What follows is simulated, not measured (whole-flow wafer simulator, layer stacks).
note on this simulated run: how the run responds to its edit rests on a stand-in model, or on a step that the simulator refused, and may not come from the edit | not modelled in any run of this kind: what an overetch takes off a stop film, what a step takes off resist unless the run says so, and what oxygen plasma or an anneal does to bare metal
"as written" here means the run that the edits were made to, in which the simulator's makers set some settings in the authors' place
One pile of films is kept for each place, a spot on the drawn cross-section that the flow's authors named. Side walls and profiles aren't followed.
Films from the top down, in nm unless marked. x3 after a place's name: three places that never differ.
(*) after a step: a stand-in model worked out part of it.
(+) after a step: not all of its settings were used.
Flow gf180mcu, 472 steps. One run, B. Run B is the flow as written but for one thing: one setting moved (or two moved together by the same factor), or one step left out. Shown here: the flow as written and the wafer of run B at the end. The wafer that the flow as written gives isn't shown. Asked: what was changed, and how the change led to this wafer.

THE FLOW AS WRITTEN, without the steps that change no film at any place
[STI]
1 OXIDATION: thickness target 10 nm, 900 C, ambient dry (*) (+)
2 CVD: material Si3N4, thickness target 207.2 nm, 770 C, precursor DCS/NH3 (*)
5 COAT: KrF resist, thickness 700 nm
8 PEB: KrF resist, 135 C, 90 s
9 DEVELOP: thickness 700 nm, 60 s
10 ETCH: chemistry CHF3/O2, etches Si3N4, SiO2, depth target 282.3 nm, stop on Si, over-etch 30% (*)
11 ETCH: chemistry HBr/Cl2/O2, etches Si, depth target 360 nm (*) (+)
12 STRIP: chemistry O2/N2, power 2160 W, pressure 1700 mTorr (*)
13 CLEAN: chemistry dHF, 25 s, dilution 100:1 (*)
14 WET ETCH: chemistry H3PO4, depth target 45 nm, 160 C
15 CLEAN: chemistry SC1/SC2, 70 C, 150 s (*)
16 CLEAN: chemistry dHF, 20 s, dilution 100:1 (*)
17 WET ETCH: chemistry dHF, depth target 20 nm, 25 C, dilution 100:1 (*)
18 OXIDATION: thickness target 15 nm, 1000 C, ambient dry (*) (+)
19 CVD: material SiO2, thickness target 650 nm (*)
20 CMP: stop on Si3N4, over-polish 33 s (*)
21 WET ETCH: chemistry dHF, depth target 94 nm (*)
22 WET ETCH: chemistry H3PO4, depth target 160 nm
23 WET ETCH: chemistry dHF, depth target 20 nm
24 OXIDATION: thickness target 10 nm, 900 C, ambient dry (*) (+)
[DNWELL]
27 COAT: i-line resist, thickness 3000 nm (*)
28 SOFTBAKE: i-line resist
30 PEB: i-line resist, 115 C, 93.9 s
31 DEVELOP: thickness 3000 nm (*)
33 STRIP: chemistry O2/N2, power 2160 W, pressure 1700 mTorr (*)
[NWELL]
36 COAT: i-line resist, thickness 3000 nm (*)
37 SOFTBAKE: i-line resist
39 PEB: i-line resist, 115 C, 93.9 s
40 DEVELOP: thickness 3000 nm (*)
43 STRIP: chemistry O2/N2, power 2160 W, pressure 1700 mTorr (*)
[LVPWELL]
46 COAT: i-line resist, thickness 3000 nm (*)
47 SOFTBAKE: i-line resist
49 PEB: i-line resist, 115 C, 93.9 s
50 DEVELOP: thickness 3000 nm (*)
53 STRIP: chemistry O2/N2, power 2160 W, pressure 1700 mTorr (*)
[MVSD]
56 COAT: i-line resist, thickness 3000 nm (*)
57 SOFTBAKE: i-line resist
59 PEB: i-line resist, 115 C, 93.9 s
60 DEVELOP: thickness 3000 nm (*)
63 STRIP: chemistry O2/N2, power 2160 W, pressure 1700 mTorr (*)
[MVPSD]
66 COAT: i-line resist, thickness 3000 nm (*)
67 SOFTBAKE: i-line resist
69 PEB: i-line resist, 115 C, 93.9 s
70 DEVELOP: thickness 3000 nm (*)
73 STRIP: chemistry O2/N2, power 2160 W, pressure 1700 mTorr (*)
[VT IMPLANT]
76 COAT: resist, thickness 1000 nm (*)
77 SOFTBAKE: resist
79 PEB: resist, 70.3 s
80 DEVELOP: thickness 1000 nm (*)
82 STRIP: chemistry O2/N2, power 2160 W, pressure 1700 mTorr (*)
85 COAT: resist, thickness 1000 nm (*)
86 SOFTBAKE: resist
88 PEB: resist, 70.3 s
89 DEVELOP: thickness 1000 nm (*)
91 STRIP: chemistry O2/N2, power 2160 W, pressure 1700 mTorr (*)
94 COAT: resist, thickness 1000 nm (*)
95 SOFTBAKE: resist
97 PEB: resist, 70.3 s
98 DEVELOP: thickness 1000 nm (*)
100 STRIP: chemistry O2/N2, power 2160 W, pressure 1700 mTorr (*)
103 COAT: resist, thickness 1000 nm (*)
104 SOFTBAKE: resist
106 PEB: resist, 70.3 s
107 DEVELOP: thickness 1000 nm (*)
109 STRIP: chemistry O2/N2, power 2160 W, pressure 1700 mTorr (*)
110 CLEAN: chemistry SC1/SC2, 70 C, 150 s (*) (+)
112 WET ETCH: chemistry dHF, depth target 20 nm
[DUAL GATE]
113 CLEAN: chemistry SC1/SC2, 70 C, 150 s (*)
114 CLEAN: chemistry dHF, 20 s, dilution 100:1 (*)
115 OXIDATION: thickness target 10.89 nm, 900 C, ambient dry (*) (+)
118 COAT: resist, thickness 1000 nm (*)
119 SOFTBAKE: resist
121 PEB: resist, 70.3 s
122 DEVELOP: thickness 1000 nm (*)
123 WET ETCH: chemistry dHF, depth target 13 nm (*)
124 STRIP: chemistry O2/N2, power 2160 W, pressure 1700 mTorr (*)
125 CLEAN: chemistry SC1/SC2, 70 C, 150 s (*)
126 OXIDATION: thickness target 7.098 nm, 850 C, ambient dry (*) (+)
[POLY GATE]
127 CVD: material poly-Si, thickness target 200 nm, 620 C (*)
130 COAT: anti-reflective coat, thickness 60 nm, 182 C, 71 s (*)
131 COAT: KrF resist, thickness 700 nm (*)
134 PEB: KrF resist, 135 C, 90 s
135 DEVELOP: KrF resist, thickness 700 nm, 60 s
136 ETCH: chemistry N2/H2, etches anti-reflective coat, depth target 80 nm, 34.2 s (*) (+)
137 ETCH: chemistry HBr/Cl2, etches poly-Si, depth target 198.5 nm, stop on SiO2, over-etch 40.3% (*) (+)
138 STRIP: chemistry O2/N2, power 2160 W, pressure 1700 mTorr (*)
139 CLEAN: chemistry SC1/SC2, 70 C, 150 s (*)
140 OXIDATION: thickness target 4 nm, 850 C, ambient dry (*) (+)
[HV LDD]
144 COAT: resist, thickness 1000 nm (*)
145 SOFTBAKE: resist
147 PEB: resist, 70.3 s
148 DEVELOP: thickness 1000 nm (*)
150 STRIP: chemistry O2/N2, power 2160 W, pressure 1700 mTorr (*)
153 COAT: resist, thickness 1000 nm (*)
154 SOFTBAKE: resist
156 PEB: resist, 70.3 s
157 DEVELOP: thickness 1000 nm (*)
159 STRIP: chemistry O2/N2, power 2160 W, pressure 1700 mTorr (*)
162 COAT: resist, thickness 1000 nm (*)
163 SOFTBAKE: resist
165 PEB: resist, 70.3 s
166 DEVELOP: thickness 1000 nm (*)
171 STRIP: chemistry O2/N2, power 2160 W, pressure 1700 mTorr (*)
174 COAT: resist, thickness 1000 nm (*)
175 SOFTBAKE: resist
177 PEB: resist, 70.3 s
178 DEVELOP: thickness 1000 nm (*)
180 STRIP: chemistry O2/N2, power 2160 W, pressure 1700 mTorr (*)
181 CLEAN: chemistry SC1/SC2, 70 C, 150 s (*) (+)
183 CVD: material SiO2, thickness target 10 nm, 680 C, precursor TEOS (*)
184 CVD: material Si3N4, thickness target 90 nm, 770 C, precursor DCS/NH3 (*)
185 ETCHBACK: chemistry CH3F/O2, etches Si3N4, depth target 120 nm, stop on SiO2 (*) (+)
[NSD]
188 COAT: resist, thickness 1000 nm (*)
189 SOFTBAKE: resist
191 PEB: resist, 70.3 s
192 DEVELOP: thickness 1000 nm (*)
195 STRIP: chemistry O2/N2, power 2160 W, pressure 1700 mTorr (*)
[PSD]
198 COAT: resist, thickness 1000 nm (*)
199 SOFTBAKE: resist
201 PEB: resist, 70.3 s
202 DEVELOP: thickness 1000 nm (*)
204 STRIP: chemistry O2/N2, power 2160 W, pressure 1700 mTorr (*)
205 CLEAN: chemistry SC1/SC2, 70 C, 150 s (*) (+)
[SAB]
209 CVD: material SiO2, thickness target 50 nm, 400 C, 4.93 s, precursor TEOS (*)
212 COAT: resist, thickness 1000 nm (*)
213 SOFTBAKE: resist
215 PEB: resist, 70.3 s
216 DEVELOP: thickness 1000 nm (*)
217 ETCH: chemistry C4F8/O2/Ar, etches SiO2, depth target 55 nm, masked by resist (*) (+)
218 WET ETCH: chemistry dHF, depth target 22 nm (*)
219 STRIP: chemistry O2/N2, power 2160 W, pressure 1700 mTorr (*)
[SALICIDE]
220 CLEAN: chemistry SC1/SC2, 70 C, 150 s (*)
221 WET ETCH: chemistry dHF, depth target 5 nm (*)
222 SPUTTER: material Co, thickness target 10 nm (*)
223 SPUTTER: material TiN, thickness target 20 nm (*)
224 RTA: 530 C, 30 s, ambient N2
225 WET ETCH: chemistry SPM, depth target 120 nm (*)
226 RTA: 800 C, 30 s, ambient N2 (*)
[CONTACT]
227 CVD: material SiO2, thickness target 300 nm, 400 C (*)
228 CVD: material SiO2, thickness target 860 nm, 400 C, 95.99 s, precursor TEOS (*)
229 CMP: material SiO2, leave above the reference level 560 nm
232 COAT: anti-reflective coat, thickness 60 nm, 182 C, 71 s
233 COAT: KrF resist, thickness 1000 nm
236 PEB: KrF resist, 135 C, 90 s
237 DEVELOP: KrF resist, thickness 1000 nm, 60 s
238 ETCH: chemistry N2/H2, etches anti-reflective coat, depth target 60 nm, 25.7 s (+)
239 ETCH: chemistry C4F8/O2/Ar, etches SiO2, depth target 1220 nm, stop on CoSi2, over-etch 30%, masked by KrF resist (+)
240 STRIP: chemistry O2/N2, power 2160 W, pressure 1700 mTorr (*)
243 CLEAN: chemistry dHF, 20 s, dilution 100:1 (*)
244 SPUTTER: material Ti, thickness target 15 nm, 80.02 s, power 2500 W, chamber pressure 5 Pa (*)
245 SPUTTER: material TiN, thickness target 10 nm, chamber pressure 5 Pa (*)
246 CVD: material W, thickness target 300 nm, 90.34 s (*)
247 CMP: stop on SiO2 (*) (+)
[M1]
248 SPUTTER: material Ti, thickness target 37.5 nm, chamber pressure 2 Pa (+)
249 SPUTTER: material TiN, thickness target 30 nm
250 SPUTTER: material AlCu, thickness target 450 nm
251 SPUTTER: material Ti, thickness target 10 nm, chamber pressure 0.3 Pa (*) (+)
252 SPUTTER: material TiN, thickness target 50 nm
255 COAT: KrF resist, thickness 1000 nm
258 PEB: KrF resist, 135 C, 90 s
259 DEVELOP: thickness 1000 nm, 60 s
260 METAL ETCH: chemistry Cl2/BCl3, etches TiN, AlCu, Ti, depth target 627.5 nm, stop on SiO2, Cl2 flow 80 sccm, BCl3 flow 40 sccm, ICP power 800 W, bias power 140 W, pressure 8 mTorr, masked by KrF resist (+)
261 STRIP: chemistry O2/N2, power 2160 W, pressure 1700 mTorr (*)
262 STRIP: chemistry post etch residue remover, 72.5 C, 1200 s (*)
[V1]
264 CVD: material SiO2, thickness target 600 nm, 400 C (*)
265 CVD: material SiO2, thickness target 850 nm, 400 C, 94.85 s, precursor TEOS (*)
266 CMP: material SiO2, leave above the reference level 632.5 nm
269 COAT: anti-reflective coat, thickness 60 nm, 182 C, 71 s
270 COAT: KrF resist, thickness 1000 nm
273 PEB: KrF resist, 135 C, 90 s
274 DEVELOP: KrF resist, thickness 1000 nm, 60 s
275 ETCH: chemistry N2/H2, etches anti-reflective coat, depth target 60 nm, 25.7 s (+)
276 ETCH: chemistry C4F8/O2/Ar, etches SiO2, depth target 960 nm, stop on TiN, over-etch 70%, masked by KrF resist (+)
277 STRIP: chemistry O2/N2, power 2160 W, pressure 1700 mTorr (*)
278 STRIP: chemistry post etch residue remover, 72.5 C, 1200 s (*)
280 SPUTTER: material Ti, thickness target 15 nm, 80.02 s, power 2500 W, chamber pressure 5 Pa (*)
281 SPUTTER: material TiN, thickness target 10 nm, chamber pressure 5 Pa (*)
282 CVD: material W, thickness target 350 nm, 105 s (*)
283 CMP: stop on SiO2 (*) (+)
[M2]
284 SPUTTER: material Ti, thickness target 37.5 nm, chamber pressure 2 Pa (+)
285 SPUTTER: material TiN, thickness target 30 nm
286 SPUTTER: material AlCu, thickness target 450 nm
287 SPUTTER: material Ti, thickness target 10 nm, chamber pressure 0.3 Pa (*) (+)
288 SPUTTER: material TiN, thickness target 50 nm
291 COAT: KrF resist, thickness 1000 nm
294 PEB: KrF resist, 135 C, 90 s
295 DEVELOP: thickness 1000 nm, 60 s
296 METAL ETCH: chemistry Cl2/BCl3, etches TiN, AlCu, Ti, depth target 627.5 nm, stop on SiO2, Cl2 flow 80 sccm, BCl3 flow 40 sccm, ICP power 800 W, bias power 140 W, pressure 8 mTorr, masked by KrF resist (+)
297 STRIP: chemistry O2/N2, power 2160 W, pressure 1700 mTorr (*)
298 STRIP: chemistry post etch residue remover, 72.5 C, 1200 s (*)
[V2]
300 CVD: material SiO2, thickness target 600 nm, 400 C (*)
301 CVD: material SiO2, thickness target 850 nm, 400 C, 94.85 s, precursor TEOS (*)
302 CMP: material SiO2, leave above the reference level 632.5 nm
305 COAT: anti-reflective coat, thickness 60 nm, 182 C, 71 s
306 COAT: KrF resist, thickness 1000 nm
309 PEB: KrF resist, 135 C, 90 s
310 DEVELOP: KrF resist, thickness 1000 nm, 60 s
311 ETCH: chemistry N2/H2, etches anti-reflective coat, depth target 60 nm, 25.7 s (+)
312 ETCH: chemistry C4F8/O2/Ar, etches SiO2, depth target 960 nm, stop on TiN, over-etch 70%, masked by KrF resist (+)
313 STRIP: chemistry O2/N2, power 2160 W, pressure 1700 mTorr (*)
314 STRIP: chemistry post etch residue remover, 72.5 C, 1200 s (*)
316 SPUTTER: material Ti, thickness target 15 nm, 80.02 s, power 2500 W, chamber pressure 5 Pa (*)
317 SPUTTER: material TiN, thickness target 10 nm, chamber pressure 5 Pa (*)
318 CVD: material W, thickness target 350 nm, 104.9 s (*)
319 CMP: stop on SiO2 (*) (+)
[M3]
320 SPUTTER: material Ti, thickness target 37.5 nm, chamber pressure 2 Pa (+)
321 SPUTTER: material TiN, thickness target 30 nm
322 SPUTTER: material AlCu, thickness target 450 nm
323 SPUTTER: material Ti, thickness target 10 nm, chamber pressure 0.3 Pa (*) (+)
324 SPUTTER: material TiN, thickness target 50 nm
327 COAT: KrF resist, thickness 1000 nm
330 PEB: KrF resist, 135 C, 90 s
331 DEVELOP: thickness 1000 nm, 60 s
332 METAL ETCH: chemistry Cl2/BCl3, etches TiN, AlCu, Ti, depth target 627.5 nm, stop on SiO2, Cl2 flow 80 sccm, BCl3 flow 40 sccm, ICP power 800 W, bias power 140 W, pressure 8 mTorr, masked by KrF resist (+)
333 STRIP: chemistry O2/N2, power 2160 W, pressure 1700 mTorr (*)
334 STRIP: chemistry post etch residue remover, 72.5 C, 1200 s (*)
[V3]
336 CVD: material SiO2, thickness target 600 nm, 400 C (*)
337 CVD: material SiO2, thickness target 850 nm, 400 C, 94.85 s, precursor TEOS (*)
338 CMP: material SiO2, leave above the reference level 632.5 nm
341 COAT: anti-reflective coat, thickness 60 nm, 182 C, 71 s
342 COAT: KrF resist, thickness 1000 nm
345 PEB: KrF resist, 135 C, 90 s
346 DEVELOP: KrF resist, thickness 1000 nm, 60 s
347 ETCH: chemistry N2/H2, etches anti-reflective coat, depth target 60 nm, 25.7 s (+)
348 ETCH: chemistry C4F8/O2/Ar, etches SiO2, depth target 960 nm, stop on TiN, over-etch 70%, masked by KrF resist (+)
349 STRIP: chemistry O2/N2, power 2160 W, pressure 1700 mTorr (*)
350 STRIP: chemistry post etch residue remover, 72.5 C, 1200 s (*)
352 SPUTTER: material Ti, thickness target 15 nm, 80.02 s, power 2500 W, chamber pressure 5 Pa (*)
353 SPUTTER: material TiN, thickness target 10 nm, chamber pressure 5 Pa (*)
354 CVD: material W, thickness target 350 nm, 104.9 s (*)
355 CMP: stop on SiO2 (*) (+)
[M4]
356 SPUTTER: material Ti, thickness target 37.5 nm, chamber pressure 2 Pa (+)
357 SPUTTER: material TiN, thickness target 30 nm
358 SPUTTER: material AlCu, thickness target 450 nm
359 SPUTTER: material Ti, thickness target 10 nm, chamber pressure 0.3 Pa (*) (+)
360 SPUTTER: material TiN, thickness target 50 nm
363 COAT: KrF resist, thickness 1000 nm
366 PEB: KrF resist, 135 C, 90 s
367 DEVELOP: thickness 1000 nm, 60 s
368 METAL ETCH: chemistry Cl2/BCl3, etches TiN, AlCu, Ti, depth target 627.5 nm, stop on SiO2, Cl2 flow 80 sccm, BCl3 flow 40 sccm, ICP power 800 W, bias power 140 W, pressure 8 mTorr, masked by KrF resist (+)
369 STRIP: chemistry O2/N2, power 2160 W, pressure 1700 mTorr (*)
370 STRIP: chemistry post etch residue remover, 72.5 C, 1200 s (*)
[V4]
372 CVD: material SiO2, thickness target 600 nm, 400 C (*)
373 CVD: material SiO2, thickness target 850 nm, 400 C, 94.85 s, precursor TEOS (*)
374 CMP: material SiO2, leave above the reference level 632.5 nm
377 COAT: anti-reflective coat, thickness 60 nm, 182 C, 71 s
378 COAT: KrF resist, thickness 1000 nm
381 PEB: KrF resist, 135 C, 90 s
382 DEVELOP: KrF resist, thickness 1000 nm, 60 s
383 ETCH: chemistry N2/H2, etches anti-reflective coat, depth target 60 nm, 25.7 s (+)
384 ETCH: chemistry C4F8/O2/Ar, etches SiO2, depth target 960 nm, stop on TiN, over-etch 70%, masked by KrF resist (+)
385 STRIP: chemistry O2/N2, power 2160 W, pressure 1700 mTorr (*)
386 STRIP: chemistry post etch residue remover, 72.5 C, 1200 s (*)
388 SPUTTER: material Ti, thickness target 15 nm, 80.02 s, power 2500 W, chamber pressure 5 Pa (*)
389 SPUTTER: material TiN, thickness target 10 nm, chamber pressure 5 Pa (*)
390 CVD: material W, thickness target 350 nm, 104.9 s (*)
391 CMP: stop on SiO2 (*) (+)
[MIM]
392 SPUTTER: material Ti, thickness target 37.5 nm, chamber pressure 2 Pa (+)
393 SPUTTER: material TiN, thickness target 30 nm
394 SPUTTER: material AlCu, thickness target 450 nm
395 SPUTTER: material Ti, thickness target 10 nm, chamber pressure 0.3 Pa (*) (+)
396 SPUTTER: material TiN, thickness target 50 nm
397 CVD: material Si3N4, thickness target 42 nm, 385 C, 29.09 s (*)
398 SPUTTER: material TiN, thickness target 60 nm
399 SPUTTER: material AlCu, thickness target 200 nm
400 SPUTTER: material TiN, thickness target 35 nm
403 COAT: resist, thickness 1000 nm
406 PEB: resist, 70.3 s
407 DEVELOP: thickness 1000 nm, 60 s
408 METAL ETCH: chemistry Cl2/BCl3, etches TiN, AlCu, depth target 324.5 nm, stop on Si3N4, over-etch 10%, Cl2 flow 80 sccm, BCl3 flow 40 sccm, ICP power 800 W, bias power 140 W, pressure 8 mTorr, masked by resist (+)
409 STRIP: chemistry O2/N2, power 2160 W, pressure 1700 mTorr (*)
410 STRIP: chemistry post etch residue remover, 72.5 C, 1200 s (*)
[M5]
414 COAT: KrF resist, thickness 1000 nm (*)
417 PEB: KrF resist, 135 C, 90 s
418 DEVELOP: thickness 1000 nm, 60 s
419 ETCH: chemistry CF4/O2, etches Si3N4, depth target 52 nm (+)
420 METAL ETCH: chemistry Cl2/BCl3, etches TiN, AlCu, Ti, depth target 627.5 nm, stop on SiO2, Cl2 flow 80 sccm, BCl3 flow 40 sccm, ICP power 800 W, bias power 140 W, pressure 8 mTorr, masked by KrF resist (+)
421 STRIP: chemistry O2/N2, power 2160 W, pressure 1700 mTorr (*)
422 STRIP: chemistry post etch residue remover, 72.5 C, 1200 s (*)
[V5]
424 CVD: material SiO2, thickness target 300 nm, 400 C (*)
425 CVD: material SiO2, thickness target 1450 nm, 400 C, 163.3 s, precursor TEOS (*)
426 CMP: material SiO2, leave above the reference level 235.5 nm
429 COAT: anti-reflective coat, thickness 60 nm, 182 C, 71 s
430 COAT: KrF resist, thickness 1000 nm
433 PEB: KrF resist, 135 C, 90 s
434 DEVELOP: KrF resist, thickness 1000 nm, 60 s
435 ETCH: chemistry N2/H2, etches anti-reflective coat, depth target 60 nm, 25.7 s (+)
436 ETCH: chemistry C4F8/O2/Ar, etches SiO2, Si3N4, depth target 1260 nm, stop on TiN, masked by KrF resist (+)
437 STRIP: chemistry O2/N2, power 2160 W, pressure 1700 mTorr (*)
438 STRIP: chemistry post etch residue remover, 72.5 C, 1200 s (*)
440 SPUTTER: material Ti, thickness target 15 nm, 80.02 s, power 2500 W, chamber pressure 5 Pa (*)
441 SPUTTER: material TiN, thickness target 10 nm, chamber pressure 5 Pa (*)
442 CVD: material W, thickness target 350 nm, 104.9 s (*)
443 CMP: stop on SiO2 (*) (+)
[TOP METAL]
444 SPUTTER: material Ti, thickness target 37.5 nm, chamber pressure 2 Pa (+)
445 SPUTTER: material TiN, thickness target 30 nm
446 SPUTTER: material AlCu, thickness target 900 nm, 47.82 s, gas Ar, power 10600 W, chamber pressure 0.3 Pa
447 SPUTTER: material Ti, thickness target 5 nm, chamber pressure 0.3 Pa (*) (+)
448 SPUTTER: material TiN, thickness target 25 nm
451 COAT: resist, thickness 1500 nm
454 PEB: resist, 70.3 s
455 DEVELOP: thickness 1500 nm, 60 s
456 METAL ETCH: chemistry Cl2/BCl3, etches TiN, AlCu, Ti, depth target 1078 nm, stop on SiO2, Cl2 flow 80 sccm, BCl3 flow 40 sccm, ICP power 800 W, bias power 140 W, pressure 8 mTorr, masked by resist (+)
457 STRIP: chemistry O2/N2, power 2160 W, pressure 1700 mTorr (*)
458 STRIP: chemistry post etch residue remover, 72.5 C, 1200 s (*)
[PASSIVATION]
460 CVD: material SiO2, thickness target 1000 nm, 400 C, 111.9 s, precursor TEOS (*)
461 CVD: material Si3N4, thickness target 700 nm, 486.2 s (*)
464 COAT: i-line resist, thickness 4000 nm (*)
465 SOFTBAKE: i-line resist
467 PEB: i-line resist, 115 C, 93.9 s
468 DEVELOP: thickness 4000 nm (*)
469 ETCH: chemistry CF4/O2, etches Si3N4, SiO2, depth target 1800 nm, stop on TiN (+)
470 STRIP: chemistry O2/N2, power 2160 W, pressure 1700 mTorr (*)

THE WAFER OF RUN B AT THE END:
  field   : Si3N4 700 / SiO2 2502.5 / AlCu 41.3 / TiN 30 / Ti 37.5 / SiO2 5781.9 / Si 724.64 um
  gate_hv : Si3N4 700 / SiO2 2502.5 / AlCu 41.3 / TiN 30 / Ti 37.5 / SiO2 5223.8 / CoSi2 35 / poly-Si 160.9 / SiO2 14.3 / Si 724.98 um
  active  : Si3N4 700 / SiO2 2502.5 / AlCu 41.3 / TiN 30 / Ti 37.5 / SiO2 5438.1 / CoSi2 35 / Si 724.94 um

The cause: step 394, SPUTTER: thickness target 616 nm was run, where the flow has thickness target 450 nm.

How the change led to this, step by step:
  394 SPUTTER: material AlCu, thickness target 450 nm
      field, field__w1, field__w2 and 108 more: AlCu +616 (new film) (as written it would be: AlCu +450 (new film))
  420 METAL ETCH: chemistry Cl2/BCl3, etches TiN, AlCu, Ti, depth target 627.5 nm, stop on SiO2, Cl2 flow 80 sccm, BCl3 flow 40 sccm, ICP power 800 W, bias power 140 W, pressure 8 mTorr, masked by KrF resist (+)
      field, field__w1, field__w2 and 101 more: TiN -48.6 (all of it), Ti -10 (all of it), AlCu -568.9 (as written it would be: TiN -48.6 (all of it), Ti -10 (all of it), AlCu -450 (all of it), TiN -30 (all of it), Ti -37.5 (all of it))
  422 STRIP: chemistry post etch residue remover, 72.5 C, 1200 s (*)
      field, field__w1, field__w2 and 101 more: AlCu -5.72 (as written it would be: nothing)
  424 CVD: material SiO2, thickness target 300 nm, 400 C (*)
      field, field__w1, field__w2 and 101 more: SiO2 +300 (new film) (as written it would be: SiO2 +300)
  426 CMP: material SiO2, leave above the reference level 235.5 nm
      field, field__w1, field__w5 and 92 more: SiO2 -243.7 (as written it would be: SiO2 -300.8)
      field__w2, field__w3, field__w12 and 6 more: SiO2 -212.9 (as written it would be: SiO2 -272.7)
Counting metal films that touch as one body, field has 1 body; the flow as written gives 0 bodies.
Counting metal films that touch as one body, gate_hv has 2 bodies (between them, from the top down: SiO2 5223.8); the flow as written gives 1 body.
Counting metal films that touch as one body, active has 2 bodies (between them, from the top down: SiO2 5438.1); the flow as written gives 1 body.
